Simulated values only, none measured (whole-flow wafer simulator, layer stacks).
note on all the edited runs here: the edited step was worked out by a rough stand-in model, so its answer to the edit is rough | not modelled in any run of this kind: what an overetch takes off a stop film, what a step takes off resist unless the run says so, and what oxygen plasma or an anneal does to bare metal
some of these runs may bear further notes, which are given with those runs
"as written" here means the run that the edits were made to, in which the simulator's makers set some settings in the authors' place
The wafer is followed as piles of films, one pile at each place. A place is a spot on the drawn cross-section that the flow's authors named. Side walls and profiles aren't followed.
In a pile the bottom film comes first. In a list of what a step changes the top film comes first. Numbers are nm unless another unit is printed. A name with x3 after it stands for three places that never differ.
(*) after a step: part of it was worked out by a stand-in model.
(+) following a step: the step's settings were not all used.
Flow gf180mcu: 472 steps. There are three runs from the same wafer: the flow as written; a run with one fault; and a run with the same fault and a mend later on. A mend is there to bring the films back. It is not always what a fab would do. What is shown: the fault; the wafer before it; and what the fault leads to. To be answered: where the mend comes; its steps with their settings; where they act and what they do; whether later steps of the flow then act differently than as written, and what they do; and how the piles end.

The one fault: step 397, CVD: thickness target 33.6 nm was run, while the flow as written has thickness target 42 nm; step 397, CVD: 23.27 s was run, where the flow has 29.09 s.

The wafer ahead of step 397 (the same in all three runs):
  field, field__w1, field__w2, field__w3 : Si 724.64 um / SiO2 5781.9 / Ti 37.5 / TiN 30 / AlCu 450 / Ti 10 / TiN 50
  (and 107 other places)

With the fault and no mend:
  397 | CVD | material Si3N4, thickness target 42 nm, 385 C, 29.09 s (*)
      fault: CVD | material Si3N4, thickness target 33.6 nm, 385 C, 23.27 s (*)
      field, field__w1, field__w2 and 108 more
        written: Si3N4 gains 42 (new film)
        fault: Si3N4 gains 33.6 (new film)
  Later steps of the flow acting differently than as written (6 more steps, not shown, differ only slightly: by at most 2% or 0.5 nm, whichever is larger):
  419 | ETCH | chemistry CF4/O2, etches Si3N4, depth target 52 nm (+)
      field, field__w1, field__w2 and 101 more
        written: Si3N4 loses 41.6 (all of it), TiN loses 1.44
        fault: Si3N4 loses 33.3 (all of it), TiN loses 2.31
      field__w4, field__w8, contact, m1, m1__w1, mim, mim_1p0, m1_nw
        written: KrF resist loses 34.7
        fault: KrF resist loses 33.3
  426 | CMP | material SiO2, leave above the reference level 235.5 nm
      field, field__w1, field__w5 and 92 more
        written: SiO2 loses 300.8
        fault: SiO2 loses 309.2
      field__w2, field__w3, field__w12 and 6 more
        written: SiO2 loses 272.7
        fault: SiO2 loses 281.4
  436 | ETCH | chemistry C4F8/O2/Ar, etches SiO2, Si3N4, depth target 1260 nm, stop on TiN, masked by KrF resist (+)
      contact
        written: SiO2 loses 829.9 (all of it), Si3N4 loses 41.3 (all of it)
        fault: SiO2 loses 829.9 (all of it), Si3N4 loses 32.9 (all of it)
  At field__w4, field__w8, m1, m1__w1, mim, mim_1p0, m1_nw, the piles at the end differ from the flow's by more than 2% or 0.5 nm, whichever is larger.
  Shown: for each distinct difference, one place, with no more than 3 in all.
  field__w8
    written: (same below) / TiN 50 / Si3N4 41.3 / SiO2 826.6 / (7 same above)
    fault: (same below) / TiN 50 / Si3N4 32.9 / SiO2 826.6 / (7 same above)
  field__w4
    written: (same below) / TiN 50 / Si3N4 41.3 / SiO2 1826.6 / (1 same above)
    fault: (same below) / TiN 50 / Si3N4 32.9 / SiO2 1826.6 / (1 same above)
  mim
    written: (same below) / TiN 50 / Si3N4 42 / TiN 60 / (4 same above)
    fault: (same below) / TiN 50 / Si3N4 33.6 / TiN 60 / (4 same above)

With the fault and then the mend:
  The mend follows step 397.
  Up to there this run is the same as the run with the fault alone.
  397a | CVD | material Si3N4, thickness target 8.4 nm, 385 C, 5.817 s (a further turn of the flow's step 397, with different settings)
      field, field__w1, field__w2 and 108 more
        Si3N4 gains 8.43
  Later steps of the flow that are run all act as written at every place that is followed, up to a difference of at most 2% or 0.5 nm, whichever is larger.
  At the end the piles are close to the flow's at the places that both follow, differing by at most 2% or 0.5 nm, whichever is larger.
